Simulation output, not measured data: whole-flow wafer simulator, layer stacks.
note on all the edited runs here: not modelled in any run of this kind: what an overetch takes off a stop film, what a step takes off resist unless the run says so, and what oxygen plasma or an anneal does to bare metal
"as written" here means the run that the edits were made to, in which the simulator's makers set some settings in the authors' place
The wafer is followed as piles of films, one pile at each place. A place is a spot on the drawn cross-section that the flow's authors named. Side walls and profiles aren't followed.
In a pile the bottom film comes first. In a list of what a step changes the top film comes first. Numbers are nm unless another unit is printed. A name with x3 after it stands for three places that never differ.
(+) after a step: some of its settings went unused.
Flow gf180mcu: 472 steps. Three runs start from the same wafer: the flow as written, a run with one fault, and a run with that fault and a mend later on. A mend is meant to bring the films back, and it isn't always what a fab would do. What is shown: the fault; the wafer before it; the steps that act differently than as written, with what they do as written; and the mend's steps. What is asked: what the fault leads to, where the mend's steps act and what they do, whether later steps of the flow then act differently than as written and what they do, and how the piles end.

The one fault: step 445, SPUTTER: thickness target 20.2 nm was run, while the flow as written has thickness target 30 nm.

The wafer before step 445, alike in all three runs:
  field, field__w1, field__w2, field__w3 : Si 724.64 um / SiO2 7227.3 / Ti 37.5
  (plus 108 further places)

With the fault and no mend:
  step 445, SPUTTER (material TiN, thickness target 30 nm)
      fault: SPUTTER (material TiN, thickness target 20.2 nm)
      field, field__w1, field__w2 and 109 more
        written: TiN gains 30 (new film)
        fault: TiN gains 20.2 (new film)
  Later steps of the flow acting differently than as written (5 other steps are not shown; they differ only slightly, by no more than 2% or 0.5 nm, whichever is larger):
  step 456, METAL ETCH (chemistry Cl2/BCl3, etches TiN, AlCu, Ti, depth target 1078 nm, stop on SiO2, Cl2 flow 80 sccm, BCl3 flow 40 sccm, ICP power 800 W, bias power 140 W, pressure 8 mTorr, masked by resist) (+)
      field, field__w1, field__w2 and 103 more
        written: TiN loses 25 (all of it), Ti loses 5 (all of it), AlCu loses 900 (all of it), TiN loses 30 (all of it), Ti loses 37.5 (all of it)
        fault: TiN loses 25 (all of it), Ti loses 5 (all of it), AlCu loses 900 (all of it), TiN loses 20.2 (all of it), Ti loses 37.5 (all of it)
  At field__w8, contact, m1, m1__w1, pad, m1_nw, the piles at the end differ from the flow's by more than 2% or 0.5 nm, whichever is larger.
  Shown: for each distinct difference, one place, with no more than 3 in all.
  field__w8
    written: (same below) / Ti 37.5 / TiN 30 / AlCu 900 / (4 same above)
    fault: (same below) / Ti 37.5 / TiN 20.2 / AlCu 900 / (4 same above)
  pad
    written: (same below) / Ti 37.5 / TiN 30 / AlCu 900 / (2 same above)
    fault: (same below) / Ti 37.5 / TiN 20.2 / AlCu 900 / (2 same above)

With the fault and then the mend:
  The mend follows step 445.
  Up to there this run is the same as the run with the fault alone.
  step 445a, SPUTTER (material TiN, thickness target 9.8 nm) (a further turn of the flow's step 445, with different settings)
      field, field__w1, field__w2 and 109 more
        TiN gains 9.8
  Every later step of the flow that is run acts as written at every place that is followed.
  By the end, the piles equal the flow's at every place that both follow.
